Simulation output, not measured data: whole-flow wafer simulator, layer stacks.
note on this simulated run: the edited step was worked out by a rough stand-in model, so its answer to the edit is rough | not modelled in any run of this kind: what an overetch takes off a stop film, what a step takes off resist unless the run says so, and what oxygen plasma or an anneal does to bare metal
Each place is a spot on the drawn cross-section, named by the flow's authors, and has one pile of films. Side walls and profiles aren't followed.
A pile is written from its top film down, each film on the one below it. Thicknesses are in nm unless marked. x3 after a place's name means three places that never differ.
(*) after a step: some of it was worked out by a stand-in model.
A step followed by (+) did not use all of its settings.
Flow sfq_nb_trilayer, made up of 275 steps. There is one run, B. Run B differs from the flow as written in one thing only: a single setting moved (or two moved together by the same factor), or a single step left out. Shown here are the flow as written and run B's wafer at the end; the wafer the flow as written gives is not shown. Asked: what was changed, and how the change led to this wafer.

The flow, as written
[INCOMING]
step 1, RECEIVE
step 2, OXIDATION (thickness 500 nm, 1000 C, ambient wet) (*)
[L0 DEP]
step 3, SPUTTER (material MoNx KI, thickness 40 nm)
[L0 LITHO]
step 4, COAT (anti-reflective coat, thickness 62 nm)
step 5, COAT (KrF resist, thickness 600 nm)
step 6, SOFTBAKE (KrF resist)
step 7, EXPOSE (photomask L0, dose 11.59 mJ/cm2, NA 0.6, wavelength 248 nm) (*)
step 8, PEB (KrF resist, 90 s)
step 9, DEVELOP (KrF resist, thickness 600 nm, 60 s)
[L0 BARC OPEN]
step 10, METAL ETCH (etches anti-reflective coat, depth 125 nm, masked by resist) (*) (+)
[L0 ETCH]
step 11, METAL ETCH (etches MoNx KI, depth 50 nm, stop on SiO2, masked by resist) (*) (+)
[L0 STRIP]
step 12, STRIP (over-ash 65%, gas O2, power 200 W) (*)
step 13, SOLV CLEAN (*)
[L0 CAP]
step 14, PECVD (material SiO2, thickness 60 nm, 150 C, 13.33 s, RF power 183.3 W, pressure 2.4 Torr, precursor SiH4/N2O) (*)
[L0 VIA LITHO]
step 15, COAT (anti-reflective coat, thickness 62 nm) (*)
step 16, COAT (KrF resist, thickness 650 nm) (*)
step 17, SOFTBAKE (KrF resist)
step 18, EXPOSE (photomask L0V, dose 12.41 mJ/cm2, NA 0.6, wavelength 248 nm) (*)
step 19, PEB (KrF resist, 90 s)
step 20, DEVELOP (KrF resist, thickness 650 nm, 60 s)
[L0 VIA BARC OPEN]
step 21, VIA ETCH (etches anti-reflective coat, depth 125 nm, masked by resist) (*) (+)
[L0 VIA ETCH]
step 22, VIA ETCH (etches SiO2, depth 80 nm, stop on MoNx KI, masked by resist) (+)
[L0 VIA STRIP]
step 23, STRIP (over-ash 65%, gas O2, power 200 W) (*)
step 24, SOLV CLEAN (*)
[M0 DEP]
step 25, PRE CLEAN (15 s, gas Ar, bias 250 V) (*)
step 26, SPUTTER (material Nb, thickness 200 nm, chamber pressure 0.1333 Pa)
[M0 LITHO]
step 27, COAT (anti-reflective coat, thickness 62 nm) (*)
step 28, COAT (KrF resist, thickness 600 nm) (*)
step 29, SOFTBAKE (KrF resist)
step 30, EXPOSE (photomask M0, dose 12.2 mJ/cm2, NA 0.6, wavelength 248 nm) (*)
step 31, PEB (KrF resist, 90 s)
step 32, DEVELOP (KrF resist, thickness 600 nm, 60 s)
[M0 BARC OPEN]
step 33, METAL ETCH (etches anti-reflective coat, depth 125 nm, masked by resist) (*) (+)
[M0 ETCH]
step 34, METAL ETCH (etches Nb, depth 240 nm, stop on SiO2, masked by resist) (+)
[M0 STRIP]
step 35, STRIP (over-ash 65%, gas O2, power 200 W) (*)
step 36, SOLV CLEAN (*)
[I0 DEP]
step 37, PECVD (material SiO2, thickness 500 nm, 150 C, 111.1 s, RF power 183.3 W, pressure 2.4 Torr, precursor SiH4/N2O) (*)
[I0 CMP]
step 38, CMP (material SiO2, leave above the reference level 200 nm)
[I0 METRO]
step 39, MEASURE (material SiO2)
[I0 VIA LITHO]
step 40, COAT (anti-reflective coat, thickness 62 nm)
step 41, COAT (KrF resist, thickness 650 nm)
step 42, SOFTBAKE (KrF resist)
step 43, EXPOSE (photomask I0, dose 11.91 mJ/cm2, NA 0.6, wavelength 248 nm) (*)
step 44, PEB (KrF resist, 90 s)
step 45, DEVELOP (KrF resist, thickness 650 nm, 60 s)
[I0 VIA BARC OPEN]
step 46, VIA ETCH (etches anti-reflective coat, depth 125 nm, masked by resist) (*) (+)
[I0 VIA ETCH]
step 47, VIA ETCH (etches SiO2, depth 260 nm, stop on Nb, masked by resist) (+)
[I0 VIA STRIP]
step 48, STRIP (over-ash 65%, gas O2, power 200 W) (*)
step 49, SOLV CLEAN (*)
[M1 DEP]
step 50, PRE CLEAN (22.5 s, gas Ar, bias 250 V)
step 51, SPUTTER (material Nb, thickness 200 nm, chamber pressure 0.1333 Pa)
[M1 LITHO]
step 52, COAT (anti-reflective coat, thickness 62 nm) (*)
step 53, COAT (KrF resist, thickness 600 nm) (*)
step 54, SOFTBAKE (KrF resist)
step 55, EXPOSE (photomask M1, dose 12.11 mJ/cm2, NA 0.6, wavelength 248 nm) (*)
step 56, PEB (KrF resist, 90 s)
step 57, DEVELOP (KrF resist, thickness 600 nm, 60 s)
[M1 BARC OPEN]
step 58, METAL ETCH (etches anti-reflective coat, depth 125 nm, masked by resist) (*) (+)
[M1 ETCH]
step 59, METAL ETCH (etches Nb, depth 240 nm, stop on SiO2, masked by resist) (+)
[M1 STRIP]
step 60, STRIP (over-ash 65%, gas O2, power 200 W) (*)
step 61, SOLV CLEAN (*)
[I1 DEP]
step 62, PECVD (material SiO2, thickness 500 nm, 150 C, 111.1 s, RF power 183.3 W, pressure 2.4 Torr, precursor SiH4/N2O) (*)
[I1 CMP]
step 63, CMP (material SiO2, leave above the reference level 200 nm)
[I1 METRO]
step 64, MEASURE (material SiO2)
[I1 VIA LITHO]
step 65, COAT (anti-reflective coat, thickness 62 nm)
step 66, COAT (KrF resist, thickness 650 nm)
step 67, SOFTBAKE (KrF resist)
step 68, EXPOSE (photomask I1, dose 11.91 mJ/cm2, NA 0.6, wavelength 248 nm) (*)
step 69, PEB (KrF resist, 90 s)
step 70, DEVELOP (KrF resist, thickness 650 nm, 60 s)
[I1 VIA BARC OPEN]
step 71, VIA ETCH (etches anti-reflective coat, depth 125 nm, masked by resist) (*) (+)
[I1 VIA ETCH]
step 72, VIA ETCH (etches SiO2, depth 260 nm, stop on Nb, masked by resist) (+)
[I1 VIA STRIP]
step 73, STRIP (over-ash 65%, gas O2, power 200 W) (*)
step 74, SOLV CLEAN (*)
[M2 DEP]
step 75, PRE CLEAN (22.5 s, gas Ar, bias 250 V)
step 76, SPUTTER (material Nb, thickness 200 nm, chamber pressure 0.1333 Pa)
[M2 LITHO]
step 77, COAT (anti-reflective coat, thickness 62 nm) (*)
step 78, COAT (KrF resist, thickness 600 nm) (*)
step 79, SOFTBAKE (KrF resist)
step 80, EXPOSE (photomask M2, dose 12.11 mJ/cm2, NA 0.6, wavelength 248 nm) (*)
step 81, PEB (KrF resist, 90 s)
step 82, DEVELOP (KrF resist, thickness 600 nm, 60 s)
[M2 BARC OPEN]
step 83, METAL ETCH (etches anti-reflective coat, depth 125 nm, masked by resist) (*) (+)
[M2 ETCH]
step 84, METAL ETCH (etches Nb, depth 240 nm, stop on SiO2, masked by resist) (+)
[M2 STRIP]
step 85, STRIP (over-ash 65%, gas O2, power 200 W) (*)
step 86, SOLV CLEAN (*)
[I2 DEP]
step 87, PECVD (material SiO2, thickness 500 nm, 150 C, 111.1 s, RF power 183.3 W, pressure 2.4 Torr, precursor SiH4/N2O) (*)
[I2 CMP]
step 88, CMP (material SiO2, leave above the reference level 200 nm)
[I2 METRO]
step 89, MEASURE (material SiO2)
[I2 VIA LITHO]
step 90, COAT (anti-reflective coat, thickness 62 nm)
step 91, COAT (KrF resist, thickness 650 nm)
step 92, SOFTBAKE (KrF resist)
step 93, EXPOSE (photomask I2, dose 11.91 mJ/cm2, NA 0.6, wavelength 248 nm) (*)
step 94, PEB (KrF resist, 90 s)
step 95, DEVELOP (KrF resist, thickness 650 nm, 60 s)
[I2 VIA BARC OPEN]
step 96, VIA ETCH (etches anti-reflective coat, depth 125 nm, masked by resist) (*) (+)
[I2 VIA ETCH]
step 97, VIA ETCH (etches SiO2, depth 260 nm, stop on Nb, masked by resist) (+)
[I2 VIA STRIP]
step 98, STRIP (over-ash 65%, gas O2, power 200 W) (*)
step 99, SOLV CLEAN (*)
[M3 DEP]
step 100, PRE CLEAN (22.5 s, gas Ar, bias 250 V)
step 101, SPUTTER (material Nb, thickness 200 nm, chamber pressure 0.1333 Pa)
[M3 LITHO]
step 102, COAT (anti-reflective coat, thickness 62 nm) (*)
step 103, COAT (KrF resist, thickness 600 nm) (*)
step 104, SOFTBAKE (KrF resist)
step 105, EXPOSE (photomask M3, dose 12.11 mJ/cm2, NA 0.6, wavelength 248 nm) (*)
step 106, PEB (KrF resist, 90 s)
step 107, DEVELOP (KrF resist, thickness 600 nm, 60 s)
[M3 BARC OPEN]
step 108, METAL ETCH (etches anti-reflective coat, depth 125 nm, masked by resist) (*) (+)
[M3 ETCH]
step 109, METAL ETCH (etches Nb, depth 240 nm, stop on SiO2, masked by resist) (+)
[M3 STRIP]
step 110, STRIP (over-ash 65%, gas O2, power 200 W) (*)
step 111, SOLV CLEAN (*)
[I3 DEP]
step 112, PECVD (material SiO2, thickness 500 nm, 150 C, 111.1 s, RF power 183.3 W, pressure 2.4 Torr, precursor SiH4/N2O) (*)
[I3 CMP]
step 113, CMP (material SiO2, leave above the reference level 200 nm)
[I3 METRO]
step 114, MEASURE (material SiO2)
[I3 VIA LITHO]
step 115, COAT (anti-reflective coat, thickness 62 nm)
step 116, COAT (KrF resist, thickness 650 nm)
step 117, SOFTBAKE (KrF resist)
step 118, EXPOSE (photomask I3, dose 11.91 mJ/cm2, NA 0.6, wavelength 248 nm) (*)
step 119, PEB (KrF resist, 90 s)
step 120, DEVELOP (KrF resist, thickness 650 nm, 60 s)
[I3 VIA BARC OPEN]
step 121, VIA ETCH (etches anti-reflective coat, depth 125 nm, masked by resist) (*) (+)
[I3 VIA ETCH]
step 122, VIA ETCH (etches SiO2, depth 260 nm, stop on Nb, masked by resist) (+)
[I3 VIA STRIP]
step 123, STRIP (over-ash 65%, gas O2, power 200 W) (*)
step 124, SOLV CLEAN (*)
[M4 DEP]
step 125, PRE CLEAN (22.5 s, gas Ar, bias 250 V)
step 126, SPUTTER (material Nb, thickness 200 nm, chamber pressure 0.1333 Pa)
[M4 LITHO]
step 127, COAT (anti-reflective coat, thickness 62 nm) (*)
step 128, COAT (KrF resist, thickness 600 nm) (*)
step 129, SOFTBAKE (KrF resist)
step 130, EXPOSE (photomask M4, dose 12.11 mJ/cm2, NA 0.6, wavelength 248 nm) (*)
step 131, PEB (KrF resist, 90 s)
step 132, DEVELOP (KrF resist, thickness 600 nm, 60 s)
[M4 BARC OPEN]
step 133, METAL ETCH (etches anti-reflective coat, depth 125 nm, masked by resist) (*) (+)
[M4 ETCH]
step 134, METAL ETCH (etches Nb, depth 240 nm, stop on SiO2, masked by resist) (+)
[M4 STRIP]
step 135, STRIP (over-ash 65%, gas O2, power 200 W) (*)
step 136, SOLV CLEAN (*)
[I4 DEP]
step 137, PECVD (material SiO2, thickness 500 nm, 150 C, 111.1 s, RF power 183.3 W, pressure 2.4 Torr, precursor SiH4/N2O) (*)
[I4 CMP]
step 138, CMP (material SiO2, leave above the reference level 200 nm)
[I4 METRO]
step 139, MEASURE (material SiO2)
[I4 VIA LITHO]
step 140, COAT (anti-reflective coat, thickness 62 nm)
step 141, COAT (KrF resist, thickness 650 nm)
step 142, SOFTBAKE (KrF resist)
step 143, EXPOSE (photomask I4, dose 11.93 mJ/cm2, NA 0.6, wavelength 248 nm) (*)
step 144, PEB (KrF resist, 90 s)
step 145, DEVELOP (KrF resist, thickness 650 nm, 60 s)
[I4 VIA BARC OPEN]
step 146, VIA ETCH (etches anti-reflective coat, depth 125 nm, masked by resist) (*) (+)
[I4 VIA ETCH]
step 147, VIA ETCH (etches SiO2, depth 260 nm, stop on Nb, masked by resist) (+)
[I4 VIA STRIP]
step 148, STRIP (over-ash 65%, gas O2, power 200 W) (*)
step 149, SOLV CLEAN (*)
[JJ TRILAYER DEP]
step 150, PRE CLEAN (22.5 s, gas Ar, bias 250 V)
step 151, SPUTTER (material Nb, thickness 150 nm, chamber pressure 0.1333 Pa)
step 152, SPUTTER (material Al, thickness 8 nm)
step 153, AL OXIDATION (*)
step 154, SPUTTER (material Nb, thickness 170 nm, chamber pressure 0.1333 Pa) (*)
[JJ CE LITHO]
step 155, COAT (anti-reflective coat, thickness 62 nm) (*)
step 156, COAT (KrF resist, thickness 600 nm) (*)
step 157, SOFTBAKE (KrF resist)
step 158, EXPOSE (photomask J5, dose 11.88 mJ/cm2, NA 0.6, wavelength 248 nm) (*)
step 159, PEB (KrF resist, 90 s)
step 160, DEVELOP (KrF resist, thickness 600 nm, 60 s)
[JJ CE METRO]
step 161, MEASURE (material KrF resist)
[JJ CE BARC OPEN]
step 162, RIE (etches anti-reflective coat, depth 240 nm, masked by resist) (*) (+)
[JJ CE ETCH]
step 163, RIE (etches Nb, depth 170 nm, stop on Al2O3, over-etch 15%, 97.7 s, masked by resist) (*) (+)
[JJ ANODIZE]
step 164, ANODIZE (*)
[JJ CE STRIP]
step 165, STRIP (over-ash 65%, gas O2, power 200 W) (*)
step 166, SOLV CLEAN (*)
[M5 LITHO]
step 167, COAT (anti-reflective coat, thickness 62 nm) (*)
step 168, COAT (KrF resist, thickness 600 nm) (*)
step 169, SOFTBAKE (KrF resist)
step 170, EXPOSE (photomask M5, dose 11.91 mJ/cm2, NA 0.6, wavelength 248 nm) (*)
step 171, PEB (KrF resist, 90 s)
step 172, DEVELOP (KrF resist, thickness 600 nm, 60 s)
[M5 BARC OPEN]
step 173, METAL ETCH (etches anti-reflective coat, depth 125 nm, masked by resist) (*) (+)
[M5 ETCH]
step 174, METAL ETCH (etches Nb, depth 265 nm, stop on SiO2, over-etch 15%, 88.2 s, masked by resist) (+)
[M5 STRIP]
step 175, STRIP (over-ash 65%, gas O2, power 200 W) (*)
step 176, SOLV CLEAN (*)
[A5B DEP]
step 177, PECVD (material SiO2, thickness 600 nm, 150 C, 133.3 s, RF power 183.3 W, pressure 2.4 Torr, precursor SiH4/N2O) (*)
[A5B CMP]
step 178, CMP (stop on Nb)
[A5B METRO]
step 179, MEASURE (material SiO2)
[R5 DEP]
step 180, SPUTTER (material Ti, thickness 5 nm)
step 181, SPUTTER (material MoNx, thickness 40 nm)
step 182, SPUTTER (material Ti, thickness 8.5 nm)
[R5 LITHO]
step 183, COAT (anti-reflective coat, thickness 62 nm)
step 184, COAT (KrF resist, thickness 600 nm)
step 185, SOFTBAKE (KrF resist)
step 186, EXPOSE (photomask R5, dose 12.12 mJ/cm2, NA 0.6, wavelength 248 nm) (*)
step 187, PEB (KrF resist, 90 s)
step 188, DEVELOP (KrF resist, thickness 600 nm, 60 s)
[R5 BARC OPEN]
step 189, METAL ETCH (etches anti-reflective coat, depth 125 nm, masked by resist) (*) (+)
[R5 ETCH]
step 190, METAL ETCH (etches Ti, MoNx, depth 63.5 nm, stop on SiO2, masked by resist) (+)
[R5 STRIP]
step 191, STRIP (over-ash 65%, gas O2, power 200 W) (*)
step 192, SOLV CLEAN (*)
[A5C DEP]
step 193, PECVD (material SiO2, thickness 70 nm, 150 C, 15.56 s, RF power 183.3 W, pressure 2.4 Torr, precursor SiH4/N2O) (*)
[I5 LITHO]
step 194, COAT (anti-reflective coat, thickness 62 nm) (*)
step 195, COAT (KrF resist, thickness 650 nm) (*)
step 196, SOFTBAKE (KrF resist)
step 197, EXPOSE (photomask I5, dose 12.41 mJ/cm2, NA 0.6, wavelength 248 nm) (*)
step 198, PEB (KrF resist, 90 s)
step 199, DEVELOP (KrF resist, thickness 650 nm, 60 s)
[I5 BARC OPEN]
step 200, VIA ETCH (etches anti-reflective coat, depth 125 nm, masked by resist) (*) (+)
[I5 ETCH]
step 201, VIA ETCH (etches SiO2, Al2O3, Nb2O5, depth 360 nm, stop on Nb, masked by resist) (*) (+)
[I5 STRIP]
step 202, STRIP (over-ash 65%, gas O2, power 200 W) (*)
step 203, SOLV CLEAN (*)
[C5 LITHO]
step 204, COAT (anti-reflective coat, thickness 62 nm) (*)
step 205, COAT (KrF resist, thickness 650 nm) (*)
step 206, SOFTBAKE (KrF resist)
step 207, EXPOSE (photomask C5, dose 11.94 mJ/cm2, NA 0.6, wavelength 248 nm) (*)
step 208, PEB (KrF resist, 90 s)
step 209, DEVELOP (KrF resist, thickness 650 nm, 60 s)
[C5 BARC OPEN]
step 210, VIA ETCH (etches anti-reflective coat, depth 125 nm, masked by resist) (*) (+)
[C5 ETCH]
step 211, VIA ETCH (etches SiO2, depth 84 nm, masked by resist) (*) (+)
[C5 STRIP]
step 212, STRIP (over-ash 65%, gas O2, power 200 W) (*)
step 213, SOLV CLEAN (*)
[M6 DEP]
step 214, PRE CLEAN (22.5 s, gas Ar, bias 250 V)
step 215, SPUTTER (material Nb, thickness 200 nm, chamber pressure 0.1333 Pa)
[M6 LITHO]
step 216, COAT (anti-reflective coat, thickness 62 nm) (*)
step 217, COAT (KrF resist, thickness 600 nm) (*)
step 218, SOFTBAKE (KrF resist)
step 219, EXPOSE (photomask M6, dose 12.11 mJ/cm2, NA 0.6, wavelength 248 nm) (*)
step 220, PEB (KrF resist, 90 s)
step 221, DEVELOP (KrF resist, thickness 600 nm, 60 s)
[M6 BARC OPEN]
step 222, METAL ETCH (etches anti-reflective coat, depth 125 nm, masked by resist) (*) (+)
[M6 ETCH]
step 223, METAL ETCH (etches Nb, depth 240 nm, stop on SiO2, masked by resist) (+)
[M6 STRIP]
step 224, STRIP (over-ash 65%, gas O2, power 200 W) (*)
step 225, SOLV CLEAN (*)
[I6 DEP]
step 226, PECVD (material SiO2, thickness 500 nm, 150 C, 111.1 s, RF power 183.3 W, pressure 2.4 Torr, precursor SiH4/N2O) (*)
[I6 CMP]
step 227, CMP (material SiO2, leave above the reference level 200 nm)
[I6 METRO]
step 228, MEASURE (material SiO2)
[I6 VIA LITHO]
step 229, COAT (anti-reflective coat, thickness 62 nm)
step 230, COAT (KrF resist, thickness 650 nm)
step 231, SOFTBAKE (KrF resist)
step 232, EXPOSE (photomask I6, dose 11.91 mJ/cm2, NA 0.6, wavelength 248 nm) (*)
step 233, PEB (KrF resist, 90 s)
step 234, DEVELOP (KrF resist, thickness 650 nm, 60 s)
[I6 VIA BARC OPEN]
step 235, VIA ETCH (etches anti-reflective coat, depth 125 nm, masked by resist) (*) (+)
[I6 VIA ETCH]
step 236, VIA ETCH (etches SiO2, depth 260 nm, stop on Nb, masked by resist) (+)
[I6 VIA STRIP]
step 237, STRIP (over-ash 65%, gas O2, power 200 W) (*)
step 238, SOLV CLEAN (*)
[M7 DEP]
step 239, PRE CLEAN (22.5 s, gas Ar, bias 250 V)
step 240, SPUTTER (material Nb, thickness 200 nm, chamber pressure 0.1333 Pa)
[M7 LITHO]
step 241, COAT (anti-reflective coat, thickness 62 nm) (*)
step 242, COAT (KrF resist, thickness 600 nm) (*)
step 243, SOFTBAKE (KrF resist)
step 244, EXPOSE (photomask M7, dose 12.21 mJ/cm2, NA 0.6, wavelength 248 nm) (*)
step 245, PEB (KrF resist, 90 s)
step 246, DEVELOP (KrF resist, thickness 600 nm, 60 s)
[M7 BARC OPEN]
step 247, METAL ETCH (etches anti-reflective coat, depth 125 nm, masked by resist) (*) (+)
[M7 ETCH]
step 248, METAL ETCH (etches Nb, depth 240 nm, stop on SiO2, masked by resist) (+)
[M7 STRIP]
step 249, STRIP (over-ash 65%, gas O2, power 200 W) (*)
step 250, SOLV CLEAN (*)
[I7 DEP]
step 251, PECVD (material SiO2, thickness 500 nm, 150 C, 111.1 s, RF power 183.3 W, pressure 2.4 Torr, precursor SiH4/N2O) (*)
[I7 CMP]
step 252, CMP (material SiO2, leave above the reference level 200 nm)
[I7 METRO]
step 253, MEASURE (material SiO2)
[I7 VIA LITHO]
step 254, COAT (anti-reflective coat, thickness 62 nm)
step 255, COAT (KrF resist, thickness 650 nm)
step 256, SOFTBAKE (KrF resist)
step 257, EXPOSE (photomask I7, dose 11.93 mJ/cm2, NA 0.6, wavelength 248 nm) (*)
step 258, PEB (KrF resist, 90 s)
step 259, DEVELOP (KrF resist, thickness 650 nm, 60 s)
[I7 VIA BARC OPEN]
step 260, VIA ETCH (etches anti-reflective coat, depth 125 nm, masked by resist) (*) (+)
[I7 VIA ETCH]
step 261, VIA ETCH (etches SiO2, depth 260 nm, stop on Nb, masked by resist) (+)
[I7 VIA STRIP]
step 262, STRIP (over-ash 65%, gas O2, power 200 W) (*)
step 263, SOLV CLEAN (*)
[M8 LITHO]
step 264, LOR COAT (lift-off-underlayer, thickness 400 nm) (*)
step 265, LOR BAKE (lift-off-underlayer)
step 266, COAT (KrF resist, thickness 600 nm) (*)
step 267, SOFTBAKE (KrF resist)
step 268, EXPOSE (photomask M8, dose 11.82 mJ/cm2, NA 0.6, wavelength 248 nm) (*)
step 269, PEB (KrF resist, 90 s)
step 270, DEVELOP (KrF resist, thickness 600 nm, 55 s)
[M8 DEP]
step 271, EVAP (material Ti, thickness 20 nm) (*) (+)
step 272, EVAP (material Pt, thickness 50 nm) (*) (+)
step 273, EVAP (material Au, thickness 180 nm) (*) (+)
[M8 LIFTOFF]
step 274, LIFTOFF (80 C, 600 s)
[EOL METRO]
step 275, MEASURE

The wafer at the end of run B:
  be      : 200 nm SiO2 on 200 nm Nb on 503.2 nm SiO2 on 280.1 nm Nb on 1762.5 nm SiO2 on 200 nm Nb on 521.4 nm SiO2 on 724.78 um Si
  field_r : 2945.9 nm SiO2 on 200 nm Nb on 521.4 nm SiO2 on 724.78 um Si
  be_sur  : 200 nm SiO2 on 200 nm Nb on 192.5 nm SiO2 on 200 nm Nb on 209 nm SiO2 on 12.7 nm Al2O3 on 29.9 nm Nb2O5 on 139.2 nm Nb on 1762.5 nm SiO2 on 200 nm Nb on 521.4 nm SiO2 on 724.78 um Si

Cause: step 14, PECVD: thickness 26.4 nm was run, though the flow has thickness 60 nm; step 14, PECVD: 5.867 s was run, where the flow has 13.33 s.

Step by step, how the change led to this:
  step 14, PECVD (material SiO2, thickness 60 nm, 150 C, 13.33 s, RF power 183.3 W, pressure 2.4 Torr, precursor SiH4/N2O) (*)
      v_sur, via_wl, via_w and 97 more: SiO2 gains 26.4 (it would be, as written: SiO2 gains 60)
      field_l, l0_sur, l0v, l0r_line_l, l0r_line_c, l0r_line_r: SiO2 gains 26.4 (new film) (it would be, as written: SiO2 gains 60 (new film))
  step 22, VIA ETCH (etches SiO2, depth 80 nm, stop on MoNx KI, masked by resist) (+)
      field_l, v_sur, via_wl and 102 more: KrF resist loses 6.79 (it would be, as written: KrF resist loses 13.8)
      l0v: SiO2 loses 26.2 (all of it) (it would be, as written: SiO2 loses 59.8 (all of it))
  step 26, SPUTTER (material Nb, thickness 200 nm, chamber pressure 0.1333 Pa)
      l0v: Nb gains 200 (new film) (it would be, as written: Nb gains 195.7 (new film))
  step 27, COAT (anti-reflective coat, thickness 62 nm) (*)
      l0_sur: anti-reflective coat gains 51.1 (new film) (it would be, as written: anti-reflective coat gains 47.5 (new film))
      l0v: anti-reflective coat gains 67.7 (new film) (it would be, as written: anti-reflective coat gains 78 (new film))
  step 28, COAT (KrF resist, thickness 600 nm) (*)
      l0v: KrF resist gains 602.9 (new film) (it would be, as written: KrF resist gains 622.9 (new film))
  step 35, STRIP (over-ash 65%, gas O2, power 200 W) (*)
      l0_sur: KrF resist loses 373.9 (all of it), anti-reflective coat loses 51.1 (all of it) (it would be, as written: KrF resist loses 372 (all of it), anti-reflective coat loses 47.5 (all of it))
      l0v: KrF resist loses 385.3 (all of it), anti-reflective coat loses 67.7 (all of it) (it would be, as written: KrF resist loses 405.3 (all of it), anti-reflective coat loses 78 (all of it))
  step 38, CMP (material SiO2, leave above the reference level 200 nm)
      l0v: SiO2 loses 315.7 (it would be, as written: SiO2 loses 277.8)
